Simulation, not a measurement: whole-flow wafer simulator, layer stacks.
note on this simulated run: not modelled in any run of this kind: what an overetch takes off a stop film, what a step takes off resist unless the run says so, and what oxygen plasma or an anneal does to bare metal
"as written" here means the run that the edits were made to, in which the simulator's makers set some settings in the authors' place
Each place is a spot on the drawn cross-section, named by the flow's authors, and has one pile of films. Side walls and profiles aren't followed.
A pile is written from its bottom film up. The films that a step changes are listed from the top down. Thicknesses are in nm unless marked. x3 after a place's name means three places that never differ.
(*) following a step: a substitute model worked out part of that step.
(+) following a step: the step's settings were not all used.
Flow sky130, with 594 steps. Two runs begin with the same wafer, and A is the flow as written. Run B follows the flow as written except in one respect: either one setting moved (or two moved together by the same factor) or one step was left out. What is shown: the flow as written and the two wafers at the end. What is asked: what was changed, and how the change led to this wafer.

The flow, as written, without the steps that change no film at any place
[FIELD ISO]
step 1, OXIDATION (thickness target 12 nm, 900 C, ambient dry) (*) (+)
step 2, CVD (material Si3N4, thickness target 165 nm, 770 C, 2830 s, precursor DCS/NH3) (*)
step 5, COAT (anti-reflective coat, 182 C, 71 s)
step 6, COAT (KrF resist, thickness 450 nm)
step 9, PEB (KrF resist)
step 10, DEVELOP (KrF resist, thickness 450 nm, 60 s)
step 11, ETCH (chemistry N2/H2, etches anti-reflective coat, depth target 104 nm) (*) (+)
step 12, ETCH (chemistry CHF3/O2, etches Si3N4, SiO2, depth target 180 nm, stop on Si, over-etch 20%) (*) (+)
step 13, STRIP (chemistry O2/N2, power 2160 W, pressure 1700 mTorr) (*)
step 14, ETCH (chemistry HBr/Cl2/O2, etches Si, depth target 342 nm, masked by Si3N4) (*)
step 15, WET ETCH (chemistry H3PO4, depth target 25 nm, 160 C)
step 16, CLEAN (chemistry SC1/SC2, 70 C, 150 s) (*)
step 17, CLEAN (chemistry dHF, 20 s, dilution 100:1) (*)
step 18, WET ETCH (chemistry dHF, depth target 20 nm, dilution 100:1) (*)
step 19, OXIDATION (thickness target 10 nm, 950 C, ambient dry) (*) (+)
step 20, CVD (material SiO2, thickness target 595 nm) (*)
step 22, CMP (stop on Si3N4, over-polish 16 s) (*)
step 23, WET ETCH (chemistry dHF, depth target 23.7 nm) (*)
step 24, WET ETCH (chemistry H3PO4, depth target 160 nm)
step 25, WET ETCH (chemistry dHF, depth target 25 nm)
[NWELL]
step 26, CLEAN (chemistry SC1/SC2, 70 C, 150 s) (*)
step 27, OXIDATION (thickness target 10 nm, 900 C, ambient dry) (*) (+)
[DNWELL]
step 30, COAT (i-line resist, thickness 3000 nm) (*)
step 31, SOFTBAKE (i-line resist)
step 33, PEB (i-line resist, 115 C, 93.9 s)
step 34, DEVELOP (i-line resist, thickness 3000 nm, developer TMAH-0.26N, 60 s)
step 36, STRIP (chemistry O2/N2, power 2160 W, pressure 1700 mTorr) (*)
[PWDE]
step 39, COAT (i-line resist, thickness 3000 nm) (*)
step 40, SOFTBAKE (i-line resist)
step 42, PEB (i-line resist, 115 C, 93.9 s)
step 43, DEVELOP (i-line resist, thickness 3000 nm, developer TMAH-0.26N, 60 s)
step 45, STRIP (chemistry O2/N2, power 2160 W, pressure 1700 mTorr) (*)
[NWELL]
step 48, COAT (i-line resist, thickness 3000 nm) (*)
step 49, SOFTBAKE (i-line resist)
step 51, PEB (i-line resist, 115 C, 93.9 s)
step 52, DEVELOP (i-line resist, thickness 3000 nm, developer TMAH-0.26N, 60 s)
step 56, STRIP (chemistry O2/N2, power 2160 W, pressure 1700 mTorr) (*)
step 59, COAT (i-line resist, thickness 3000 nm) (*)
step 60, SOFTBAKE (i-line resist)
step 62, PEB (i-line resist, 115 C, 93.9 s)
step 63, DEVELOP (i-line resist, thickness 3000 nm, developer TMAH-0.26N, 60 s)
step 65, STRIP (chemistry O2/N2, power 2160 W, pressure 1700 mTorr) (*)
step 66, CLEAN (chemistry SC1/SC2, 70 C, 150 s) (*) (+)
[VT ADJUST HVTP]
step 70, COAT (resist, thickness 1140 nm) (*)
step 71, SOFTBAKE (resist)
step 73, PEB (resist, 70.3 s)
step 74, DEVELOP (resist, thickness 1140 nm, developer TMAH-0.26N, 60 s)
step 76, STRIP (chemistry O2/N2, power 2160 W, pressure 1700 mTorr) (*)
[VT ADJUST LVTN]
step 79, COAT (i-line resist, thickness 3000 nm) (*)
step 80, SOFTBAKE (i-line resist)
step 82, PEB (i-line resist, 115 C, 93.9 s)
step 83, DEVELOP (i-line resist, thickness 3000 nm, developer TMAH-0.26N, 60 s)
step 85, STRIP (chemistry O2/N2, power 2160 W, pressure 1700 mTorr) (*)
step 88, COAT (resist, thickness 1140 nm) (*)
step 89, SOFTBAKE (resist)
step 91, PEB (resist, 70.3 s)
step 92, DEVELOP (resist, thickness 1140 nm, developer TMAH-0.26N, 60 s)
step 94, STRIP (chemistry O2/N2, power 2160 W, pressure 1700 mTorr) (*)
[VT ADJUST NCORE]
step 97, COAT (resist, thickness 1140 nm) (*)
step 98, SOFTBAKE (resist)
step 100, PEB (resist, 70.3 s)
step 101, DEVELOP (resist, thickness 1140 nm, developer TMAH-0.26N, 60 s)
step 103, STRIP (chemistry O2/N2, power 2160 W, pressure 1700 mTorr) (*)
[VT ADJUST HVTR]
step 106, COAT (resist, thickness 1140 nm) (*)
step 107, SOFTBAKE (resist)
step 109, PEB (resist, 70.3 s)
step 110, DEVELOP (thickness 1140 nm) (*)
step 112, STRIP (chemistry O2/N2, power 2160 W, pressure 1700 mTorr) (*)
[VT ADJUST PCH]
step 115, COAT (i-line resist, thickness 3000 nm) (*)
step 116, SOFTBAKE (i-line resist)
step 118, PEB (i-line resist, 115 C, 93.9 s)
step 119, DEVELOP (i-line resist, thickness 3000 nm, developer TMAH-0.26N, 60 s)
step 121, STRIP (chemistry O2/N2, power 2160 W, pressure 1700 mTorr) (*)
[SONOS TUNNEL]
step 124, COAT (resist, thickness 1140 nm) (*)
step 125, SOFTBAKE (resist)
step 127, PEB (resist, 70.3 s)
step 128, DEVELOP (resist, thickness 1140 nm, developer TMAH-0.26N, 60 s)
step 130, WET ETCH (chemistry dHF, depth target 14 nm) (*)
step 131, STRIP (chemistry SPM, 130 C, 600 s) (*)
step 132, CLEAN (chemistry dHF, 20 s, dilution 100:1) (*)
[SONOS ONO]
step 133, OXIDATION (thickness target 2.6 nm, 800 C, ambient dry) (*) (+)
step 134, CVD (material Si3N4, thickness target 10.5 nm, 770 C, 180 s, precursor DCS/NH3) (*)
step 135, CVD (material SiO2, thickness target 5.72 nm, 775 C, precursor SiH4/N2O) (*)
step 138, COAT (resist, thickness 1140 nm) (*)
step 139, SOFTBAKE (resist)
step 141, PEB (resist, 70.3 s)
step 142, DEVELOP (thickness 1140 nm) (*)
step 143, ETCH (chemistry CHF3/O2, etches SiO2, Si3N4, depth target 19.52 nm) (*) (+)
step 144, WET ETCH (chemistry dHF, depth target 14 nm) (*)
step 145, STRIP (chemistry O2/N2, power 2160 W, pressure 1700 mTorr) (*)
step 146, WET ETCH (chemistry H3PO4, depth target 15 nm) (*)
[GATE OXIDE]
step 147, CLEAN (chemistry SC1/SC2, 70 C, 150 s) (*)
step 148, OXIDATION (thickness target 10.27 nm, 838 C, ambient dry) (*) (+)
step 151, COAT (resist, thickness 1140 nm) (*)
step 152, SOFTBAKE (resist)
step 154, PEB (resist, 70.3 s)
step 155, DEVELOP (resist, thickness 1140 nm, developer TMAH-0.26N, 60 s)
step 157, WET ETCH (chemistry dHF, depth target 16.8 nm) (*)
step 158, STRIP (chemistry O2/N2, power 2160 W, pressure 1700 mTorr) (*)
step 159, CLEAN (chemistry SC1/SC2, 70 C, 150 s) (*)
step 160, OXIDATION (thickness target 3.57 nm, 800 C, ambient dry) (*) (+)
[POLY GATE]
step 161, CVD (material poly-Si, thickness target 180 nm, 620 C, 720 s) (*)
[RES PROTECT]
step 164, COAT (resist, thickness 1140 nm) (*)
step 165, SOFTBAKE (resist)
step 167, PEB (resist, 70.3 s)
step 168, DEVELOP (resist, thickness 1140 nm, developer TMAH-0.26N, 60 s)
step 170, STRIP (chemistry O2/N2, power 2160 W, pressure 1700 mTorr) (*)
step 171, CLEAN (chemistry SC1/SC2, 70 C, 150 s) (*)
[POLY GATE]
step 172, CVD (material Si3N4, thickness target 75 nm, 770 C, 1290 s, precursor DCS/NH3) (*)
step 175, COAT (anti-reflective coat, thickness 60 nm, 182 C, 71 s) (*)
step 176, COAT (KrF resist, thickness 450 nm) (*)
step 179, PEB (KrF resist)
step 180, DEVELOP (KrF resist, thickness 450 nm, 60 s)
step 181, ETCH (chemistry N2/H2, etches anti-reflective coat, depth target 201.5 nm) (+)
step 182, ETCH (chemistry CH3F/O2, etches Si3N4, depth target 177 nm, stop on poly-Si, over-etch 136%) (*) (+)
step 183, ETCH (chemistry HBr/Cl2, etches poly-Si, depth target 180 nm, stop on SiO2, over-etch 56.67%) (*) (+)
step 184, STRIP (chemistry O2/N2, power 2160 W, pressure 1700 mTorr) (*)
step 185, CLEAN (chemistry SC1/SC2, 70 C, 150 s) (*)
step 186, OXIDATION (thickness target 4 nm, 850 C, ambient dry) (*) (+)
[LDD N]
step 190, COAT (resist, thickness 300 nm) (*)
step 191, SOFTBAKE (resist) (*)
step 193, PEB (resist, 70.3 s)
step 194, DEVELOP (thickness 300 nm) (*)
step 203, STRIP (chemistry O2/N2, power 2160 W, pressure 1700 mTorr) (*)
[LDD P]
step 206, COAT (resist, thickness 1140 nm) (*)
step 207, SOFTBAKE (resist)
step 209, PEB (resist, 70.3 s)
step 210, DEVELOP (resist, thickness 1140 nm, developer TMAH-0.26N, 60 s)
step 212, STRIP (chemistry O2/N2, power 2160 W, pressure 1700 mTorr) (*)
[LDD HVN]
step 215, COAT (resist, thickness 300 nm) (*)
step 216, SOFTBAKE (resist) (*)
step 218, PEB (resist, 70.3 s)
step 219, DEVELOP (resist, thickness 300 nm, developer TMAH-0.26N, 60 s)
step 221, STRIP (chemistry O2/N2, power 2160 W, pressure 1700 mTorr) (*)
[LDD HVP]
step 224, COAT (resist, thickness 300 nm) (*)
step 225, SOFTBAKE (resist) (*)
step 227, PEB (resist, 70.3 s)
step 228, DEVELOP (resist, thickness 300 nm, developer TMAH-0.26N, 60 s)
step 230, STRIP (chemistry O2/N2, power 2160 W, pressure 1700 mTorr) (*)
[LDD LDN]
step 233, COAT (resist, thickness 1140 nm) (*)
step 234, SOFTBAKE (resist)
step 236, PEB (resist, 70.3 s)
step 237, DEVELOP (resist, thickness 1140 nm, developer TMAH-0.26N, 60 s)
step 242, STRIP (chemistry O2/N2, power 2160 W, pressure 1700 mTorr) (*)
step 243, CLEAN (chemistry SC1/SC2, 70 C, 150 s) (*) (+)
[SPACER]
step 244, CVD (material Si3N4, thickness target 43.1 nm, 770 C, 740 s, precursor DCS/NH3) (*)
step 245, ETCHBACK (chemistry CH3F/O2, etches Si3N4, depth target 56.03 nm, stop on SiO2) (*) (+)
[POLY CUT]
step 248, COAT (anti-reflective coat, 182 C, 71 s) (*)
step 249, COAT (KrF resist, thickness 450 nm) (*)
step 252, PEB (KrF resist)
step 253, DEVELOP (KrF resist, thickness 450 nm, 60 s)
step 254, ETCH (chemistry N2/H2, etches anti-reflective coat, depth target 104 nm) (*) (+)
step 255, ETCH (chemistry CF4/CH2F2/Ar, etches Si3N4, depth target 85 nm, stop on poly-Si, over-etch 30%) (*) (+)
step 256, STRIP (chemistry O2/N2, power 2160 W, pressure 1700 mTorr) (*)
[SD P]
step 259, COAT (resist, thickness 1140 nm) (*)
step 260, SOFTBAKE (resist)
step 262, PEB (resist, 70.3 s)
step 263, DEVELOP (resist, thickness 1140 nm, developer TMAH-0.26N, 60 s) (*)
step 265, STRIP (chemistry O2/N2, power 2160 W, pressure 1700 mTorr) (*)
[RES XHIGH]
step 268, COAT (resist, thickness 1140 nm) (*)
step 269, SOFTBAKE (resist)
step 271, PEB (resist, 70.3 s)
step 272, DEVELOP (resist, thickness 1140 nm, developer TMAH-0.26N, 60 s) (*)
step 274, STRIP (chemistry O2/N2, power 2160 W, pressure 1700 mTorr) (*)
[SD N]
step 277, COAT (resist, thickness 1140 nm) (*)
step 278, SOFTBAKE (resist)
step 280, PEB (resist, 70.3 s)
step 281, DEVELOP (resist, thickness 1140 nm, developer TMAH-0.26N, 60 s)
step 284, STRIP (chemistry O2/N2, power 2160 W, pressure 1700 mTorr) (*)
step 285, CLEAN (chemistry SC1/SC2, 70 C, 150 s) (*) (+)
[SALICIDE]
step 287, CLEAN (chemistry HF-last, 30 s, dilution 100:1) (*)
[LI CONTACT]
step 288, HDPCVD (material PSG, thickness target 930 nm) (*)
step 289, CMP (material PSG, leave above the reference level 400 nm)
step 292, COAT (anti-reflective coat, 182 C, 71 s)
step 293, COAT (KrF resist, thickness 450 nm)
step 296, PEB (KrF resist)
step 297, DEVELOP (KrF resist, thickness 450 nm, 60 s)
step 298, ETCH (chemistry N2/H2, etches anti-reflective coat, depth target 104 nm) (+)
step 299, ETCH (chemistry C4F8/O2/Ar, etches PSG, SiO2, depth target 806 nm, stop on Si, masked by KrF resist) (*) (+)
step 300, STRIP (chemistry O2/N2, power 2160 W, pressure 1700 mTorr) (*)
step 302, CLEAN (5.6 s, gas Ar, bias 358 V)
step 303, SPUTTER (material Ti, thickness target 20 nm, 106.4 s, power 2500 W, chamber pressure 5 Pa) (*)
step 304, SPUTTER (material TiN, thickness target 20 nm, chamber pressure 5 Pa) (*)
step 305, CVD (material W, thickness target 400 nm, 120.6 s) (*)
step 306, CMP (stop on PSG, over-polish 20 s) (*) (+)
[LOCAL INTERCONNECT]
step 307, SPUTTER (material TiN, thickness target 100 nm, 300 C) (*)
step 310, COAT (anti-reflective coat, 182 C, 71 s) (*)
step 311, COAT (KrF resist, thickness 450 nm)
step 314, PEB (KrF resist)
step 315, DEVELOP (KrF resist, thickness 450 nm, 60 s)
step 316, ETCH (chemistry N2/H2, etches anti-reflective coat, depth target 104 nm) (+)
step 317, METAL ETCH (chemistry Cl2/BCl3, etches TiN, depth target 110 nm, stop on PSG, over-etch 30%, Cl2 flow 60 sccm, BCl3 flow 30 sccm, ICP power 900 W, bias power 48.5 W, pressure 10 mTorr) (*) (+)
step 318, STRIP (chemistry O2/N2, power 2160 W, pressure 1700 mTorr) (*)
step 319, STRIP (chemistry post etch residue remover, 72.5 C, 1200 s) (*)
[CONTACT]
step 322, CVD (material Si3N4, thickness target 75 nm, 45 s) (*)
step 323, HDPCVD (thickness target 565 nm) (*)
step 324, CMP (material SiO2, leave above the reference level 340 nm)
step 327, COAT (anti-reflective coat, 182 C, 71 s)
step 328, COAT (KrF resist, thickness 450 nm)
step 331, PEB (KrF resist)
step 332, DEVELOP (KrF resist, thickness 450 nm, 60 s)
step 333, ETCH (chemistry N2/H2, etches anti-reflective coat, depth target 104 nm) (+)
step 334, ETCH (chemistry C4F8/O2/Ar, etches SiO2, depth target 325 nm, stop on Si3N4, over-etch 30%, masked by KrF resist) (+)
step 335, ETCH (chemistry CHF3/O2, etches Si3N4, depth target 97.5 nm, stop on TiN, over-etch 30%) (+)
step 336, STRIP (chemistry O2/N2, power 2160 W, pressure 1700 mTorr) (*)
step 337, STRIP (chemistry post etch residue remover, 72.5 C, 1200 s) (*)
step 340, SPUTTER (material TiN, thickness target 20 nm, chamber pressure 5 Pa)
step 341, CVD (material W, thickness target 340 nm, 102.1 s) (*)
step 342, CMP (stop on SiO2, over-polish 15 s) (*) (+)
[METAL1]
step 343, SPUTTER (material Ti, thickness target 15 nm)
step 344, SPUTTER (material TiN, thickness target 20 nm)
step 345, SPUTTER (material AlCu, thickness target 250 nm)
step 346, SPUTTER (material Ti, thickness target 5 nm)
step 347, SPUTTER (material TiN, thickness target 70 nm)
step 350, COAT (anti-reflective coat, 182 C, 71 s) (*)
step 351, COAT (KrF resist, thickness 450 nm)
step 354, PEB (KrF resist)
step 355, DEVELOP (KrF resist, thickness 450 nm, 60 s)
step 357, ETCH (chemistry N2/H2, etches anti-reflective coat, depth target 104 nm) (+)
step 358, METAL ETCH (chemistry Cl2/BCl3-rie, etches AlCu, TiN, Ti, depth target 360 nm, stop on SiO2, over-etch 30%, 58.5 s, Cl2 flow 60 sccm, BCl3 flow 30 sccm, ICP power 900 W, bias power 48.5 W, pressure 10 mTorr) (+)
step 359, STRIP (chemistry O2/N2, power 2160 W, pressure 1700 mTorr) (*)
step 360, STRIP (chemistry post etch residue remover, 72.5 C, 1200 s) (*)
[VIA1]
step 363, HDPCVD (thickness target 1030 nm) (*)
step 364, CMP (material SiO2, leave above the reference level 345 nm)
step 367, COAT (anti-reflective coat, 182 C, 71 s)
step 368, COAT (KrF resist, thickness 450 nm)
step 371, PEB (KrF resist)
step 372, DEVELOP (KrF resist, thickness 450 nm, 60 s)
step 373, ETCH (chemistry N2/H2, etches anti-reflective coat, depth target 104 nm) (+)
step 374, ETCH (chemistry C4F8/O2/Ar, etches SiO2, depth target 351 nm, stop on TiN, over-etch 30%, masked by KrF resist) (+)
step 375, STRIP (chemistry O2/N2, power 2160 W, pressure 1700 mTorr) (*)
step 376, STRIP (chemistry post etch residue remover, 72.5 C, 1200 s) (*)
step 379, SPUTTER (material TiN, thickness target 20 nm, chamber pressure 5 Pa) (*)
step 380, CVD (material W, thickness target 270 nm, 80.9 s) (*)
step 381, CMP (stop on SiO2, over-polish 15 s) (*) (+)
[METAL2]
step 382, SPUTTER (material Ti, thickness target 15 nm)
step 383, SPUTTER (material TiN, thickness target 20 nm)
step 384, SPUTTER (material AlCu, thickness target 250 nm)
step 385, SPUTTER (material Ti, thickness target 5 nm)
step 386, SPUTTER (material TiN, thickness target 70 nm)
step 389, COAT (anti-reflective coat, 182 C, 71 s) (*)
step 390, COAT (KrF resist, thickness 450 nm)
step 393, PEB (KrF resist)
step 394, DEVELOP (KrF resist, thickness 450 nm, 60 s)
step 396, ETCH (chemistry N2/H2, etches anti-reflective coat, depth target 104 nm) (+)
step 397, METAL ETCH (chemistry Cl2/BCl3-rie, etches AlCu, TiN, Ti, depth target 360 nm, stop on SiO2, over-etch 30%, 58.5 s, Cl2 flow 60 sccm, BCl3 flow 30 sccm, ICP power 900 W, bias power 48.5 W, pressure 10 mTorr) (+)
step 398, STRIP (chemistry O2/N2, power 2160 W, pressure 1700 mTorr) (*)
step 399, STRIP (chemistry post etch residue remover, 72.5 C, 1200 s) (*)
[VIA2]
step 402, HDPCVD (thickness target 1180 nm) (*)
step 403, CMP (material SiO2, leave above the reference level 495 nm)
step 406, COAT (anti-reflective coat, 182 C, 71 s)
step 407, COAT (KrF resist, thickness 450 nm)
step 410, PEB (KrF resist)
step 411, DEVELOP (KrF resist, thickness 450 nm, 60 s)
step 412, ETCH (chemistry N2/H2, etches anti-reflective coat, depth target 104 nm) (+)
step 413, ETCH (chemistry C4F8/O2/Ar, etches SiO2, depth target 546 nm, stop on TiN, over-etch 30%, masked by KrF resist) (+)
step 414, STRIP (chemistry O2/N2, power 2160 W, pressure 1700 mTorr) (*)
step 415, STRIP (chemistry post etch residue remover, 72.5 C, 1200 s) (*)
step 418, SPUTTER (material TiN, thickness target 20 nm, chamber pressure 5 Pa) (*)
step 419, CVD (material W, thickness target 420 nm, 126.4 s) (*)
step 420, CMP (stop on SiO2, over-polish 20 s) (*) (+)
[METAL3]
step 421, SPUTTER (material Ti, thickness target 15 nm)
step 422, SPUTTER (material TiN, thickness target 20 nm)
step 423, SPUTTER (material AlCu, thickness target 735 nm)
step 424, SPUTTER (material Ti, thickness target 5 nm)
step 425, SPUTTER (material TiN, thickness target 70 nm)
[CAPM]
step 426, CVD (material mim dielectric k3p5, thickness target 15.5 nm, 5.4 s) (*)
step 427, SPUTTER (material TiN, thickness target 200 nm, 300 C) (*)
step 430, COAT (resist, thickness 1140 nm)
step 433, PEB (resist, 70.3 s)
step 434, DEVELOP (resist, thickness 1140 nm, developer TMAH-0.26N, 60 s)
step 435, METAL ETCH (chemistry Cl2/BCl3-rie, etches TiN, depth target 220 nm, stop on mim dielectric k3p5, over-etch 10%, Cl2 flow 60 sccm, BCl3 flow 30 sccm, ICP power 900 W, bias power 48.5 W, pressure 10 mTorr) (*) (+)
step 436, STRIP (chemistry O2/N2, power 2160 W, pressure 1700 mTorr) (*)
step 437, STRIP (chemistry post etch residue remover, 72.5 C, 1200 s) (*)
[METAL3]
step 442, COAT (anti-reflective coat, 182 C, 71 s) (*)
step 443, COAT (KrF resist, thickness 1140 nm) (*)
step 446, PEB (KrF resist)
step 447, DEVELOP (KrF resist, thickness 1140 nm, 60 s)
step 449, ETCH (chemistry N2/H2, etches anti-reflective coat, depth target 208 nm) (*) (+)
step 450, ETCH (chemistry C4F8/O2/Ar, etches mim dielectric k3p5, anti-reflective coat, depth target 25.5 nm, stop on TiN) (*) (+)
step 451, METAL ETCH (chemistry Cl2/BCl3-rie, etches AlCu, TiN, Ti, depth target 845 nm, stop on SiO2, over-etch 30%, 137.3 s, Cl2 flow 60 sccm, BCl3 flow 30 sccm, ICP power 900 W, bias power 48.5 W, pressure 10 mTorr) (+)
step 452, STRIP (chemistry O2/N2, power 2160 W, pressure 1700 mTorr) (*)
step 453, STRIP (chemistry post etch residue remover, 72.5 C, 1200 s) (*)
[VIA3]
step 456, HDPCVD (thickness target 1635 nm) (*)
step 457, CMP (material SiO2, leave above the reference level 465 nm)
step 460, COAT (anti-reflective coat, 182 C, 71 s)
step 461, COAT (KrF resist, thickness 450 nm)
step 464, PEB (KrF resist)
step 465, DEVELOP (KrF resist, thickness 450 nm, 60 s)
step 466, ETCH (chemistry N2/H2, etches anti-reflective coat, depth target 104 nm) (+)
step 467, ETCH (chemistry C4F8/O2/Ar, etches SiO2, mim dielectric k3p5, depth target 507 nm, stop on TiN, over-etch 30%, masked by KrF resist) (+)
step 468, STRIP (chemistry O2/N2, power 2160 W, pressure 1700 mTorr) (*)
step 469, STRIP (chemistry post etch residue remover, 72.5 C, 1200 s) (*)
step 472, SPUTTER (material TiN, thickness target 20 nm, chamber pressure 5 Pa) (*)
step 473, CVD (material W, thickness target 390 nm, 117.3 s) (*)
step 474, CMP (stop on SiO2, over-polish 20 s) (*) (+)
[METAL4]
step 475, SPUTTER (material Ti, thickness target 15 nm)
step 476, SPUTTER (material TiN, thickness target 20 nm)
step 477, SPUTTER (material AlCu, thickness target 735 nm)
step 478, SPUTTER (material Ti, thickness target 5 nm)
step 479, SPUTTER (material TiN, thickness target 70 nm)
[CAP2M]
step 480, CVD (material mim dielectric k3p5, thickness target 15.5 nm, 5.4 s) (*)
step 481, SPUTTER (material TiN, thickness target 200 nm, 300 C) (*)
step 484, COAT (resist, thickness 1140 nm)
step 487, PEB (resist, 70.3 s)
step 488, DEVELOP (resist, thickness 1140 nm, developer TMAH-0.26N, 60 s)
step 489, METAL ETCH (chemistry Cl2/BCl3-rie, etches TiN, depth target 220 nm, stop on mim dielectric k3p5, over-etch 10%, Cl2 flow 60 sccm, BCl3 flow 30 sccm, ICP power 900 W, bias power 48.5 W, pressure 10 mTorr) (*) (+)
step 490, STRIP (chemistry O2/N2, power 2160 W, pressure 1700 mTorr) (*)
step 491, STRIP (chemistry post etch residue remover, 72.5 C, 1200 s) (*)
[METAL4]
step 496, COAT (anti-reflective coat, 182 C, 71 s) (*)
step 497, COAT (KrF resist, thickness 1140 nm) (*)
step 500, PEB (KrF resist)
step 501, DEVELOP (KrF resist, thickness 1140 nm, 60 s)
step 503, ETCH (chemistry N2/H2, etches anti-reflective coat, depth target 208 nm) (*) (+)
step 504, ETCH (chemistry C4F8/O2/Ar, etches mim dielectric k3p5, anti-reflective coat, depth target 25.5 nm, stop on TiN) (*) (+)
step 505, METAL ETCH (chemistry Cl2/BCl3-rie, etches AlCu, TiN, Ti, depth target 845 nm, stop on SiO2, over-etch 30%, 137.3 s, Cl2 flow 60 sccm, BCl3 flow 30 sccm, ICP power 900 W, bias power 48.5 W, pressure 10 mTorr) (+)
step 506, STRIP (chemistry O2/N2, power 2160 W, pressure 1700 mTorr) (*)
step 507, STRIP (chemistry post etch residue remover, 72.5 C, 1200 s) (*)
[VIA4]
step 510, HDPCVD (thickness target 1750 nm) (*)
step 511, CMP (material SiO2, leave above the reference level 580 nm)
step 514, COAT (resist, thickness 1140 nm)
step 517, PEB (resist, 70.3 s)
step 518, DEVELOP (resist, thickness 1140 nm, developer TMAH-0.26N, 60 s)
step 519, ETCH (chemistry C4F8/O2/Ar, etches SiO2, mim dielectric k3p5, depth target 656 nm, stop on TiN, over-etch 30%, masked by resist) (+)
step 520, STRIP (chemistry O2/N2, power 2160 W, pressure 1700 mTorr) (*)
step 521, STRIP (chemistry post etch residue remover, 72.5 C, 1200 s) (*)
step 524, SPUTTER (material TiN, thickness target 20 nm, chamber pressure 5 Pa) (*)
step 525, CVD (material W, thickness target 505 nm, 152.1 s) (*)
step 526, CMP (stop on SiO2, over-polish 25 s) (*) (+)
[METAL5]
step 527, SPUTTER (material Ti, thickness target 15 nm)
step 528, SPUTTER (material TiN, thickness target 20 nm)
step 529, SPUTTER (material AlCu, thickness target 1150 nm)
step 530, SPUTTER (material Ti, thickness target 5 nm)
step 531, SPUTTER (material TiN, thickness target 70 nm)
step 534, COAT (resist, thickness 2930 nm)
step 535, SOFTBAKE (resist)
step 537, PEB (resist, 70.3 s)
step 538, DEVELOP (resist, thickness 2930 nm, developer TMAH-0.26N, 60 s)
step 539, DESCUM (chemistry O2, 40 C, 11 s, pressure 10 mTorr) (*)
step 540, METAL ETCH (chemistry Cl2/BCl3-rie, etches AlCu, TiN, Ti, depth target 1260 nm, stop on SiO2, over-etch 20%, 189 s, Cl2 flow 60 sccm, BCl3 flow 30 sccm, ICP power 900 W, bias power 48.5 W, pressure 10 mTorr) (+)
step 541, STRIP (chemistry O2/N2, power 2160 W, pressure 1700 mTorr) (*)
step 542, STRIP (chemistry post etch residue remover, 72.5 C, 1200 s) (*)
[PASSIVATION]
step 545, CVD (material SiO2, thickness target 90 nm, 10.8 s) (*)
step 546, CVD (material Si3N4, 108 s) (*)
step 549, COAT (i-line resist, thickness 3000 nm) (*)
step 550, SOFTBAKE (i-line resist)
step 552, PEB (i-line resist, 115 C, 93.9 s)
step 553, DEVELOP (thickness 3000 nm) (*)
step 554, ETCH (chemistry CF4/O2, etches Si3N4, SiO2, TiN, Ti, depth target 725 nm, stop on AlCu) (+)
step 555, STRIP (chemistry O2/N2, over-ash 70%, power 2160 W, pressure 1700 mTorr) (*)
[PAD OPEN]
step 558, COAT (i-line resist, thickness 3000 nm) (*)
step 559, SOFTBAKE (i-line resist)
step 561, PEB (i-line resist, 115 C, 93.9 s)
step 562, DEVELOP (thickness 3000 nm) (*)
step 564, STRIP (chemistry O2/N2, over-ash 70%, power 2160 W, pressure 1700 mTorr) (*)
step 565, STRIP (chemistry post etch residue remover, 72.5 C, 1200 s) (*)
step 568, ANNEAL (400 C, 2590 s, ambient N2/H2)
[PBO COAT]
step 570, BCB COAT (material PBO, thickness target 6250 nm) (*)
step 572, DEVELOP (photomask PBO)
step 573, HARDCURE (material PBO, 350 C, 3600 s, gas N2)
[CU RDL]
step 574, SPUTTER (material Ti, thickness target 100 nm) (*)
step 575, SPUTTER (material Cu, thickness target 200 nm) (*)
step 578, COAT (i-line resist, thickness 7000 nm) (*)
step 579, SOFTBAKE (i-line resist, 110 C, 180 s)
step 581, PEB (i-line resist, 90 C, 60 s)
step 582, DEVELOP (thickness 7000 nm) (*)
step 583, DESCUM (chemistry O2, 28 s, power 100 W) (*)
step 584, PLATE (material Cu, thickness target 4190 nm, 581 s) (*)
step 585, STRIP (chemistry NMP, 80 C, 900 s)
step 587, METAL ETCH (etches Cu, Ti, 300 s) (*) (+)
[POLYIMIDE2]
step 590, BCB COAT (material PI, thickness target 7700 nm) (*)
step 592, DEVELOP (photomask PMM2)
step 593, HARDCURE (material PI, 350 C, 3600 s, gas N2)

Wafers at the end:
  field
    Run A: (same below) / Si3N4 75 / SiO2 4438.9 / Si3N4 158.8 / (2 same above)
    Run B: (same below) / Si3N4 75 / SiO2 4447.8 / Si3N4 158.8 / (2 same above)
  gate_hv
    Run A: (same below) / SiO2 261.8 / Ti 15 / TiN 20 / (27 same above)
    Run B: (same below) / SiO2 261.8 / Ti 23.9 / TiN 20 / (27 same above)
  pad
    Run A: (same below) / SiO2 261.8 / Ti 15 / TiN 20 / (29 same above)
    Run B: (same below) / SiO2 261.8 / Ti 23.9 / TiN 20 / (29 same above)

What caused this: step 343, SPUTTER: thickness target 23.9 nm was run, though the flow has thickness target 15 nm.
One can read it off the wafer: gate_hv has Ti 23.9, and step 343 as written asks for 15 nm.

Step by step, how the change led to this:
  step 343, SPUTTER (material Ti, thickness target 15 nm)
      field, active, n_well and 188 more: A +15 Ti (new film) | B +23.9 Ti (new film)
  step 358, METAL ETCH (chemistry Cl2/BCl3-rie, etches AlCu, TiN, Ti, depth target 360 nm, stop on SiO2, over-etch 30%, 58.5 s, Cl2 flow 60 sccm, BCl3 flow 30 sccm, ICP power 900 W, bias power 48.5 W, pressure 10 mTorr) (+)
      field, active, gate and 81 more: A -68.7 TiN (all of it), -5 Ti (all of it), -250 AlCu (all of it), -20 TiN (all of it), -15 Ti (all of it), -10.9 SiO2 | B -68.7 TiN (all of it), -5 Ti (all of it), -250 AlCu (all of it), -20 TiN (all of it), -23.9 Ti (all of it), -10 SiO2
  step 364, CMP (material SiO2, leave above the reference level 345 nm)
      field, active, gate and 81 more: A -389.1 SiO2 | B -381.1 SiO2
